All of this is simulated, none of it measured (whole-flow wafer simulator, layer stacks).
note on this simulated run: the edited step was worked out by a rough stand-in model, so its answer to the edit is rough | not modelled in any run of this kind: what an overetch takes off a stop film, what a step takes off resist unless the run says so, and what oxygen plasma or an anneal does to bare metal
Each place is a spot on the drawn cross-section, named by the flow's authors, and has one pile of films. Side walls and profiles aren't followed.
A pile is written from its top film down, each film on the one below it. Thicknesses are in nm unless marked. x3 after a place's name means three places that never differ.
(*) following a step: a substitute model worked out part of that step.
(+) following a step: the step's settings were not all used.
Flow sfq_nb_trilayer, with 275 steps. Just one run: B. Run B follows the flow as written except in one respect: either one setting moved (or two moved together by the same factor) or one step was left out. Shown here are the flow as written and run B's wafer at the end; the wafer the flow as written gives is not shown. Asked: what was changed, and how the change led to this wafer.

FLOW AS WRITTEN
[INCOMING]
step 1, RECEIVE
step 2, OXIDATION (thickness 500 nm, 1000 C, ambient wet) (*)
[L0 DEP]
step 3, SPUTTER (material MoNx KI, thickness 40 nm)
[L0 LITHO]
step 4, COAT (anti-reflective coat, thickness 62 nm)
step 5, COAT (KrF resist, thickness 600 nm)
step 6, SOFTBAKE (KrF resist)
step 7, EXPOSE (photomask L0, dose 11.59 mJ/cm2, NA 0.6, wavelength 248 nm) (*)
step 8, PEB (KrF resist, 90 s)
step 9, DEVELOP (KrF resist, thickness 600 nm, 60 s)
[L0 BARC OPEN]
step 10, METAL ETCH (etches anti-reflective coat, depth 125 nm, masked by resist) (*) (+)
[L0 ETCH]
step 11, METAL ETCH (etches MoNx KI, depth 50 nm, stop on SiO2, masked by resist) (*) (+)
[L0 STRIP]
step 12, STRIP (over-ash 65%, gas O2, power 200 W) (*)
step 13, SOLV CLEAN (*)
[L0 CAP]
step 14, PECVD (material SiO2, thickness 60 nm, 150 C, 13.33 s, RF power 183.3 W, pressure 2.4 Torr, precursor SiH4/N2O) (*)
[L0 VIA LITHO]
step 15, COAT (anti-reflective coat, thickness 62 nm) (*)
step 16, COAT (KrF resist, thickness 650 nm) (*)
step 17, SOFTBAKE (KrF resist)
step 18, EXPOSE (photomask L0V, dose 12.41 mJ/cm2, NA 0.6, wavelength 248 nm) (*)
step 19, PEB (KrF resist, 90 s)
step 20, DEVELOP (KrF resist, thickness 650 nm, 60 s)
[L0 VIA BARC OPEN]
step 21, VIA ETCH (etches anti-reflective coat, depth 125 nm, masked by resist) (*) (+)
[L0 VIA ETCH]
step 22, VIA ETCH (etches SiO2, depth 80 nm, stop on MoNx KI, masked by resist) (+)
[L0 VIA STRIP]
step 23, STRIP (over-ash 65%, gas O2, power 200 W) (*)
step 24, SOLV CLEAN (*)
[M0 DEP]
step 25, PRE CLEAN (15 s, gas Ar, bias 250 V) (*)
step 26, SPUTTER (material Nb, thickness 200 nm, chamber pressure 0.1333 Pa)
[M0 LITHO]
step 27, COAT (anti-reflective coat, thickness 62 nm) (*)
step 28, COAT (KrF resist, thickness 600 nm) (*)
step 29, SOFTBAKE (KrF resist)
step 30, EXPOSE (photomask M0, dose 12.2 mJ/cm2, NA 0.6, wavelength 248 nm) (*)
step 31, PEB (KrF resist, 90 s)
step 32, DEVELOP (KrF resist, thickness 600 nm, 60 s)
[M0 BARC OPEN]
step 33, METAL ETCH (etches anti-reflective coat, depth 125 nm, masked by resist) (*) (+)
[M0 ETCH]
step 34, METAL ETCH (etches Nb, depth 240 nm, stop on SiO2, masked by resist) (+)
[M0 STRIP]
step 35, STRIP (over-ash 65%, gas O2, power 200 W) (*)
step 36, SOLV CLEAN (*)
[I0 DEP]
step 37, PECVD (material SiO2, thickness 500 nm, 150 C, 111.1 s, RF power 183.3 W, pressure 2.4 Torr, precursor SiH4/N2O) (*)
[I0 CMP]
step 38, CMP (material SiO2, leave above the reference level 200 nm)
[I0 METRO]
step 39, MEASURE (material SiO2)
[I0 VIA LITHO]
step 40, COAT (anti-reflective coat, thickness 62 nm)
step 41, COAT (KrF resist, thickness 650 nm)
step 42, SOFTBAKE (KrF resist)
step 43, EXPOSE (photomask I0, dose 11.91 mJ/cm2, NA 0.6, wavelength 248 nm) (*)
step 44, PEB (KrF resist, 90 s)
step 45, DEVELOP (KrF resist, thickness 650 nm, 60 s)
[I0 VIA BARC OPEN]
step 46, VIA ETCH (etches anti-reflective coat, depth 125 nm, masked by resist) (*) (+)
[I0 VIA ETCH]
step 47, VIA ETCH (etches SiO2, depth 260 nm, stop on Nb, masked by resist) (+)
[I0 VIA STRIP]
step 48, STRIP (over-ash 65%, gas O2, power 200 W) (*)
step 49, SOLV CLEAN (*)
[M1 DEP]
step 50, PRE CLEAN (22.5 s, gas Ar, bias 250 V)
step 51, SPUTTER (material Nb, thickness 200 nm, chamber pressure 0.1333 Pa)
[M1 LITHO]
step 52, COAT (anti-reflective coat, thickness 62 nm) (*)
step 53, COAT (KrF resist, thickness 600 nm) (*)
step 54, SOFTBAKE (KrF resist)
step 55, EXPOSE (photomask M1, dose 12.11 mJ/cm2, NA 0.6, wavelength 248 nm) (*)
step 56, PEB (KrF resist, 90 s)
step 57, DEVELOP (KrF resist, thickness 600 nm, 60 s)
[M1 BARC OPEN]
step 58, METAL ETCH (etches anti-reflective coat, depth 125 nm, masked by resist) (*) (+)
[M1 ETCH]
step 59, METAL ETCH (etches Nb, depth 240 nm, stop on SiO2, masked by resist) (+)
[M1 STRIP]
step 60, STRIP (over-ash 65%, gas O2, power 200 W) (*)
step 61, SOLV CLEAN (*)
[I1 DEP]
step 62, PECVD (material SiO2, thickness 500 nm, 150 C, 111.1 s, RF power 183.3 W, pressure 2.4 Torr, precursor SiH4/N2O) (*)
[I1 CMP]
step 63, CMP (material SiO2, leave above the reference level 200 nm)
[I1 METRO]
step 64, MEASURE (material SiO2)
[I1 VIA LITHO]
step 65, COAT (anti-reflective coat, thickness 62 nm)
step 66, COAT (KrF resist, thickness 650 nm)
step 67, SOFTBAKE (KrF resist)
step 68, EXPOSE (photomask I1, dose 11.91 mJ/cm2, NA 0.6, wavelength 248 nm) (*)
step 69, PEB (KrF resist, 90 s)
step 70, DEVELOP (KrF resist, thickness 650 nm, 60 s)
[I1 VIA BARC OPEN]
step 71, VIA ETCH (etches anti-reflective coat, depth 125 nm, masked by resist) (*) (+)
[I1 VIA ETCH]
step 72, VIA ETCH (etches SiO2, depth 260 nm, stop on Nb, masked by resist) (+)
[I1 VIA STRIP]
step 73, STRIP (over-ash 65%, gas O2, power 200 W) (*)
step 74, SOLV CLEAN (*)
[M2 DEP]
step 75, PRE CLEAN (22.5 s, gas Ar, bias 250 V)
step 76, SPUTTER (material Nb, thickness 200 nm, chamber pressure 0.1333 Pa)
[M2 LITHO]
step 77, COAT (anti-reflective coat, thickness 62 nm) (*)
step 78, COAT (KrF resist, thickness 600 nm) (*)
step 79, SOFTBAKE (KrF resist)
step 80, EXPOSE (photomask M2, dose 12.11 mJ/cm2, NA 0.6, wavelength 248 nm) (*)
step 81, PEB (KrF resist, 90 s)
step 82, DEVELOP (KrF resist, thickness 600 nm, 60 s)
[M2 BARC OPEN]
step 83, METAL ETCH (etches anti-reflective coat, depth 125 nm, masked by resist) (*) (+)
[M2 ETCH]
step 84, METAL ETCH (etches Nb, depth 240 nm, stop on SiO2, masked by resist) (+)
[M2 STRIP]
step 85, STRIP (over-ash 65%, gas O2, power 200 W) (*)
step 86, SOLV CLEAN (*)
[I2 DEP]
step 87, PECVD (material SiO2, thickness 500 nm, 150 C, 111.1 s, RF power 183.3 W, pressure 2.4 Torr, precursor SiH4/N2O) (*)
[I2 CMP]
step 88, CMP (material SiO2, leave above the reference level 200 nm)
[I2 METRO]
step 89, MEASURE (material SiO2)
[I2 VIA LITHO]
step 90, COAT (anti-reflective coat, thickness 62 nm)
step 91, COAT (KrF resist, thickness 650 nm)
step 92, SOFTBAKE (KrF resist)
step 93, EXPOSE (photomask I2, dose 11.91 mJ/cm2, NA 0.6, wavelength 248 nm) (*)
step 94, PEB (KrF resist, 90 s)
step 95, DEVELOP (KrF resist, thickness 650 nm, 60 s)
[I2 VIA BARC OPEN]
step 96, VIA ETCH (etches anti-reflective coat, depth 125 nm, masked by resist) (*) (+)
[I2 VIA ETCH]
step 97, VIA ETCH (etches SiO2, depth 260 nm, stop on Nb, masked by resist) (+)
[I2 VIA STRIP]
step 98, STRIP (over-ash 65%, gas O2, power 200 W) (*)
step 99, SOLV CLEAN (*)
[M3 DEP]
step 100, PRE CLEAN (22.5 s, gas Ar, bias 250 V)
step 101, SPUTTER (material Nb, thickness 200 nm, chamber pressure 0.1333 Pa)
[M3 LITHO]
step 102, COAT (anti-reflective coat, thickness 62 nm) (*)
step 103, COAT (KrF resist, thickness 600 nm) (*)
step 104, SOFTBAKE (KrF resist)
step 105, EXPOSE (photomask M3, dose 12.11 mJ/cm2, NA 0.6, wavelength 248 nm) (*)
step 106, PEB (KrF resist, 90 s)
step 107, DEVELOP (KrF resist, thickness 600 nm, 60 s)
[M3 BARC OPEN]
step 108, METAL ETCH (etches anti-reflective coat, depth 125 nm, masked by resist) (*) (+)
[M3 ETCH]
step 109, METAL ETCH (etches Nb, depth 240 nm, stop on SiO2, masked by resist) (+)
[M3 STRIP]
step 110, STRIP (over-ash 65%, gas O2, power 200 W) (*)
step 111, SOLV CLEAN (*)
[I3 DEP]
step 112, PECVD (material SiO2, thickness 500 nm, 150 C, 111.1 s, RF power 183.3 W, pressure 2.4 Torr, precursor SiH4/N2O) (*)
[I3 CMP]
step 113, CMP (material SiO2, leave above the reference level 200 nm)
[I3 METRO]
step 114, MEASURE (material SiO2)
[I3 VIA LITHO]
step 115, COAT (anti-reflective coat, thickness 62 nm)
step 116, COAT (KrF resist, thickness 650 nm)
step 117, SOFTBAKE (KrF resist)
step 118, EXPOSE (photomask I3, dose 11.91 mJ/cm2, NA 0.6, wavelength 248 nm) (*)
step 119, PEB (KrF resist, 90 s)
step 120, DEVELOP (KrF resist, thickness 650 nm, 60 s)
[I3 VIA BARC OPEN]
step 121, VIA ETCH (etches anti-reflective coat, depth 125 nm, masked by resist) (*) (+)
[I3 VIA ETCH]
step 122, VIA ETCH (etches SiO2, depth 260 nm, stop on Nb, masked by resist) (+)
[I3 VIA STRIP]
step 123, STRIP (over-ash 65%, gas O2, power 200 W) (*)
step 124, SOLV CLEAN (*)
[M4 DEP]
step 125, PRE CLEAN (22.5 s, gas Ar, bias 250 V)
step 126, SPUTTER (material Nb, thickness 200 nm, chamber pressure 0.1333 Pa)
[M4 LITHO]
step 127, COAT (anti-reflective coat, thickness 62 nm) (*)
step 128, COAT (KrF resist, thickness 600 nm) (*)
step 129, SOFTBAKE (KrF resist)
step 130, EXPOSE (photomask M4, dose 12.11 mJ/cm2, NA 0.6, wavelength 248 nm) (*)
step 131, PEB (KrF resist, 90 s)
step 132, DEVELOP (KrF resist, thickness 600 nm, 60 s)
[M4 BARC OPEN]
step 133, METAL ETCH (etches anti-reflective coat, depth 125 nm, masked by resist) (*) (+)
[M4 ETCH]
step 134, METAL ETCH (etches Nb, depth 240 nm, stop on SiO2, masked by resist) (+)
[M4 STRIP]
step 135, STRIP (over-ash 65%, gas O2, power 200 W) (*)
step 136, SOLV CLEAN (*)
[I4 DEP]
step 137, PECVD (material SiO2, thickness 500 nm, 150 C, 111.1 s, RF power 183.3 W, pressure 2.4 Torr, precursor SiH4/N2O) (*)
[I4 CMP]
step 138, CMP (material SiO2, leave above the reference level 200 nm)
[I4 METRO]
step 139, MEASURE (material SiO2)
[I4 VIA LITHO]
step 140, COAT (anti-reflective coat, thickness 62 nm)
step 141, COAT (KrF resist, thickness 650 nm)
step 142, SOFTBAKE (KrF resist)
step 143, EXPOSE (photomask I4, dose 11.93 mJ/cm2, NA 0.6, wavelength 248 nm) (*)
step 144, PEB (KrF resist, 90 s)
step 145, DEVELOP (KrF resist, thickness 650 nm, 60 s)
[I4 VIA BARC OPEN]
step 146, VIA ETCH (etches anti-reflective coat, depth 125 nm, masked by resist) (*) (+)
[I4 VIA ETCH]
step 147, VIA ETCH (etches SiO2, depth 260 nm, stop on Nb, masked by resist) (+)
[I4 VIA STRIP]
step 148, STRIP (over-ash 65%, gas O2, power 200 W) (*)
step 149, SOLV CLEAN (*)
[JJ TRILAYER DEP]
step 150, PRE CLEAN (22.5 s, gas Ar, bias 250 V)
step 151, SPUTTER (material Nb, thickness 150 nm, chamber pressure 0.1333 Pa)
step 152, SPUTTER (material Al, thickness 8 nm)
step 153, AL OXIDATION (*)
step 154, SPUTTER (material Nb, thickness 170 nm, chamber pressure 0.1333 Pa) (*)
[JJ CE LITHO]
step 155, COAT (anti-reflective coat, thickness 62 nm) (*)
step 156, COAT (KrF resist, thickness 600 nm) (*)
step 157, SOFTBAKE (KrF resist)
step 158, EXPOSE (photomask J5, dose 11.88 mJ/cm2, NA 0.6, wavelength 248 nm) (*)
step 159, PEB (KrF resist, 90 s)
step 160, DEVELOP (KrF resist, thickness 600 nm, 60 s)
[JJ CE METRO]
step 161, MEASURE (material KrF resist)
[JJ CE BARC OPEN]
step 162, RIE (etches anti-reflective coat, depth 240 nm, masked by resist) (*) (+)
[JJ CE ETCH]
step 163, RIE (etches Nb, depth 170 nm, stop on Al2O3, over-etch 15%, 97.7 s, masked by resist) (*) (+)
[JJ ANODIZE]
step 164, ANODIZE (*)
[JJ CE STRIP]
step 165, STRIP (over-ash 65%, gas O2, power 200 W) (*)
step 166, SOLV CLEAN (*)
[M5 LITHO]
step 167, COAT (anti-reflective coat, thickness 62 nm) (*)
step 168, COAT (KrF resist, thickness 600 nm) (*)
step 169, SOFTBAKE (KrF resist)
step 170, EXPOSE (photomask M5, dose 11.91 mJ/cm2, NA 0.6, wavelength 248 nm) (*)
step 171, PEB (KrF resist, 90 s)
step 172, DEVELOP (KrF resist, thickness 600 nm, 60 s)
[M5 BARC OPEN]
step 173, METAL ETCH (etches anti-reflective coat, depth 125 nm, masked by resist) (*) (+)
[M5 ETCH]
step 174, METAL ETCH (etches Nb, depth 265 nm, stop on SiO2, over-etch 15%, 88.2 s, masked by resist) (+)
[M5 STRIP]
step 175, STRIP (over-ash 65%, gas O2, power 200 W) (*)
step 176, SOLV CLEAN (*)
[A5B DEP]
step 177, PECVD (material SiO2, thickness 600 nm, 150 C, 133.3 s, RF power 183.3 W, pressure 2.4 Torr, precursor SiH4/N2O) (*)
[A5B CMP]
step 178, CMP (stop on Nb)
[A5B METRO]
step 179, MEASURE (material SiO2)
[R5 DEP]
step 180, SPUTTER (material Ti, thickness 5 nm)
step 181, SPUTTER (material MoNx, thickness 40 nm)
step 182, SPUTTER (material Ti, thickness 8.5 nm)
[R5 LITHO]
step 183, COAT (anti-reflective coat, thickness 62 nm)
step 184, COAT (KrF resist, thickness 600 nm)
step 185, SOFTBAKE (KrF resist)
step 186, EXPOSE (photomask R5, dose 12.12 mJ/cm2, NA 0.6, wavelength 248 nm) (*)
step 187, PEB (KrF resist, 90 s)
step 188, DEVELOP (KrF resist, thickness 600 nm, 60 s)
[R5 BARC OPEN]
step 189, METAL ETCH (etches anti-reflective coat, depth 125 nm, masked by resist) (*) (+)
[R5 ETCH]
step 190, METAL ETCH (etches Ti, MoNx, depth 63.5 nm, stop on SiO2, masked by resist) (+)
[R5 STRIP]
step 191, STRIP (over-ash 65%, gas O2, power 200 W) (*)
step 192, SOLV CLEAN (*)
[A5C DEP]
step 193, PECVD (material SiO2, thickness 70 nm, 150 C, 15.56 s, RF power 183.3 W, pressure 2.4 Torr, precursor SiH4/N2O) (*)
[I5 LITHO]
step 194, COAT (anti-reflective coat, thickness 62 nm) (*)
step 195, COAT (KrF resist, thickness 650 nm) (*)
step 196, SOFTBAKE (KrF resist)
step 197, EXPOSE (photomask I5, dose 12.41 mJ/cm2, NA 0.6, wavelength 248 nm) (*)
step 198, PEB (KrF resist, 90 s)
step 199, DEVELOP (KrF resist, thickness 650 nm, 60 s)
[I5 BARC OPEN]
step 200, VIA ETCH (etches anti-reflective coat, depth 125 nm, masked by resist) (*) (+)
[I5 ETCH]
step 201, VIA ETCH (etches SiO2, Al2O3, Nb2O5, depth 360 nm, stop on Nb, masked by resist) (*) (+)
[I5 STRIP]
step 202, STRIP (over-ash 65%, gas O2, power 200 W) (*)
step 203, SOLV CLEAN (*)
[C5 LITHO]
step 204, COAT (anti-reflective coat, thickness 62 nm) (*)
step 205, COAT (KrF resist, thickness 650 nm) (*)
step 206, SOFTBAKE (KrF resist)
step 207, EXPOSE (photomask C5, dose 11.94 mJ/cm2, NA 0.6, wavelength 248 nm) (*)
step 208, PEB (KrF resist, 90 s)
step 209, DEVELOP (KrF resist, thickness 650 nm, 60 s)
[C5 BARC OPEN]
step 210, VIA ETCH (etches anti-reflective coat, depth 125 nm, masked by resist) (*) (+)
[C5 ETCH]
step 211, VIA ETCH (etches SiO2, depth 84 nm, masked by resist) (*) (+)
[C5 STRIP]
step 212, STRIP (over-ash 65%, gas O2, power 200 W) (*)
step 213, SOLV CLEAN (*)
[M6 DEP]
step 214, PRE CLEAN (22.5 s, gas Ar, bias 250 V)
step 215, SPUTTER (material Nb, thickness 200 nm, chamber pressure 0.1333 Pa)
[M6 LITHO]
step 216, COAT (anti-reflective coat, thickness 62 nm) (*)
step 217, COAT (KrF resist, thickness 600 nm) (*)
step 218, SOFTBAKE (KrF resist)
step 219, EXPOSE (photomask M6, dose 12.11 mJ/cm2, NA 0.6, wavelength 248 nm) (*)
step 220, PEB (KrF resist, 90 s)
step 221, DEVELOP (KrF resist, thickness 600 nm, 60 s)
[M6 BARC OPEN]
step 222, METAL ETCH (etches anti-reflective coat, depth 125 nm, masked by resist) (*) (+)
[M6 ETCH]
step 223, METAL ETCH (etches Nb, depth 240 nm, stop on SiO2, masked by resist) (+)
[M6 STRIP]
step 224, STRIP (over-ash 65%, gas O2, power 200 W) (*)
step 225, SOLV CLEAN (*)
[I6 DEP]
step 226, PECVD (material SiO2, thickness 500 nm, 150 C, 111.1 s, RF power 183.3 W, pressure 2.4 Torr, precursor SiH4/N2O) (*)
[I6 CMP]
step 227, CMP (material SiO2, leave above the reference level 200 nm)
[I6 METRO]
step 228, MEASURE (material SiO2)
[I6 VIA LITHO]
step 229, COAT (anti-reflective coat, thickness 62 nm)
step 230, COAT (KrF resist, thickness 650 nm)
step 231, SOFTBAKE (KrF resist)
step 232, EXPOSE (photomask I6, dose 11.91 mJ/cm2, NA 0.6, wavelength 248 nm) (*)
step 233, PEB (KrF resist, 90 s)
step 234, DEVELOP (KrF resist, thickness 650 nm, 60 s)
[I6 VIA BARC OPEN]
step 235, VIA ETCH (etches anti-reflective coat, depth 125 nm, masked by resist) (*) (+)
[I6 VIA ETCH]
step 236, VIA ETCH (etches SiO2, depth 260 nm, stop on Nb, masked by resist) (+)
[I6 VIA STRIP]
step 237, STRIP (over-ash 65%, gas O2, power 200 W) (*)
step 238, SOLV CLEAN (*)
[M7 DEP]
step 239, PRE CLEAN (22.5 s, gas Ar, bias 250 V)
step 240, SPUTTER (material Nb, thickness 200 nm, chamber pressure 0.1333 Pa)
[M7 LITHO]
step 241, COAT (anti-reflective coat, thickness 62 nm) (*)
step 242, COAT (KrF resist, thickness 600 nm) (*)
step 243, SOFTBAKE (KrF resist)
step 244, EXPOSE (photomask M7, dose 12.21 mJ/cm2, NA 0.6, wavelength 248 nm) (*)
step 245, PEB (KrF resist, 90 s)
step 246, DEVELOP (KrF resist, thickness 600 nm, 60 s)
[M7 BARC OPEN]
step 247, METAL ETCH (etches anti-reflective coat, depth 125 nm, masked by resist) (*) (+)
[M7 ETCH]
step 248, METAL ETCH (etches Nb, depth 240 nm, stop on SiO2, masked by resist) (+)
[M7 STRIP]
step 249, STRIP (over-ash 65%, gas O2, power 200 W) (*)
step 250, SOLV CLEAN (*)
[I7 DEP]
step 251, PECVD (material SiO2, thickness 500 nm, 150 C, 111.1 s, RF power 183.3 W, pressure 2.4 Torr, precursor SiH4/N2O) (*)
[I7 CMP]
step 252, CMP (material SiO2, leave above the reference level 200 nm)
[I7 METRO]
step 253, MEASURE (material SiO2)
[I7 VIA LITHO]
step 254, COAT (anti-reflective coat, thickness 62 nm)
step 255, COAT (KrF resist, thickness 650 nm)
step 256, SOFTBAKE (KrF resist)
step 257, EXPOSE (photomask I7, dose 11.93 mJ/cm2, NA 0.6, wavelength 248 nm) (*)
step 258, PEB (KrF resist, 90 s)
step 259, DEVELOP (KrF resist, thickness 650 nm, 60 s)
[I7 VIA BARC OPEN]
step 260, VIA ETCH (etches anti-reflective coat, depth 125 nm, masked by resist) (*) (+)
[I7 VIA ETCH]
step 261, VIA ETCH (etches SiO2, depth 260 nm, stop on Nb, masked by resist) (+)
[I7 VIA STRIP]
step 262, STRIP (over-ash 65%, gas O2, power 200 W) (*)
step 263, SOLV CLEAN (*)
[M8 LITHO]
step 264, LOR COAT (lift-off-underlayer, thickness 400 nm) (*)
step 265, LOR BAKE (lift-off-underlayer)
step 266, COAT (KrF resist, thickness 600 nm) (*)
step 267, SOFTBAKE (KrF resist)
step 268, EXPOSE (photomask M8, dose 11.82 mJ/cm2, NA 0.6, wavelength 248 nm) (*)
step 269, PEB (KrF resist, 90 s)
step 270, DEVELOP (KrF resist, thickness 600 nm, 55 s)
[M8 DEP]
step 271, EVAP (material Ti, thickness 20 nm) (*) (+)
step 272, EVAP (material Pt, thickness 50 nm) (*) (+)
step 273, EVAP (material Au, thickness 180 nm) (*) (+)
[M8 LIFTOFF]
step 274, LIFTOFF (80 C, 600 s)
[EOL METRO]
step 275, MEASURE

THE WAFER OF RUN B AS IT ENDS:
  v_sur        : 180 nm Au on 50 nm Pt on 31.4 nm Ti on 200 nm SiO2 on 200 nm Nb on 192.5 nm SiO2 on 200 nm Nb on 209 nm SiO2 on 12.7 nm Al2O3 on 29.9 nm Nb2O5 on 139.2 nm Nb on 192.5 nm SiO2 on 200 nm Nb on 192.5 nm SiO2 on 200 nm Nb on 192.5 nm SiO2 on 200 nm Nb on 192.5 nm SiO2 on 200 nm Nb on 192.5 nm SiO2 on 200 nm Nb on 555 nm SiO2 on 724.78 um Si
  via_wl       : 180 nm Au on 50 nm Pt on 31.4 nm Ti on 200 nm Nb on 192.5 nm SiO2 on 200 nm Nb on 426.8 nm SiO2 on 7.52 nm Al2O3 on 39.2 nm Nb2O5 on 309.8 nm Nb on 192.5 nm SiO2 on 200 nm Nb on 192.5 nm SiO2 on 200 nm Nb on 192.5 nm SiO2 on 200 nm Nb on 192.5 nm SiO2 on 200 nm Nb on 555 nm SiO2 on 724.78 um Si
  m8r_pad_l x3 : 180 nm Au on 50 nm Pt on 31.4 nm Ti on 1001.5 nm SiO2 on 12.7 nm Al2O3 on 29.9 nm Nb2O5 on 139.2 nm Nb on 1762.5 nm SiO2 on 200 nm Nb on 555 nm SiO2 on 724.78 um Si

The reason: step 271, EVAP: thickness 31.4 nm was run, whereas the flow has thickness 20 nm.
The wafer lets one read it off: v_sur has Ti 31.4, and step 271 as written asks for 20 nm.

Step by step, how the change led to this:
  step 271, EVAP (material Ti, thickness 20 nm) (*) (+)
      field_l, v_sur, via_wl and 103 more: Ti gains 31.4 (new film) (as written it would have been: Ti gains 20 (new film))
  step 274, LIFTOFF (80 C, 600 s)
      p4_fl x3, p4_w1 x9, p4_g1 x2 and 60 more: Au loses 180 (all of it), Pt loses 50 (all of it), Ti loses 31.4 (all of it), KrF resist loses 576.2 (all of it), lift-off-underlayer loses 400 (all of it) (as written it would have been: Au loses 180 (all of it), Pt loses 50 (all of it), Ti loses 20 (all of it), KrF resist loses 576.2 (all of it), lift-off-underlayer loses 400 (all of it))
      c5j, ce_r: Au loses 180 (all of it), Pt loses 50 (all of it), Ti loses 31.4 (all of it), KrF resist loses 573.3 (all of it), lift-off-underlayer loses 399.3 (all of it) (as written it would have been: Au loses 180 (all of it), Pt loses 50 (all of it), Ti loses 20 (all of it), KrF resist loses 573.3 (all of it), lift-off-underlayer loses 399.3 (all of it))
      (and at 19 other places as well)
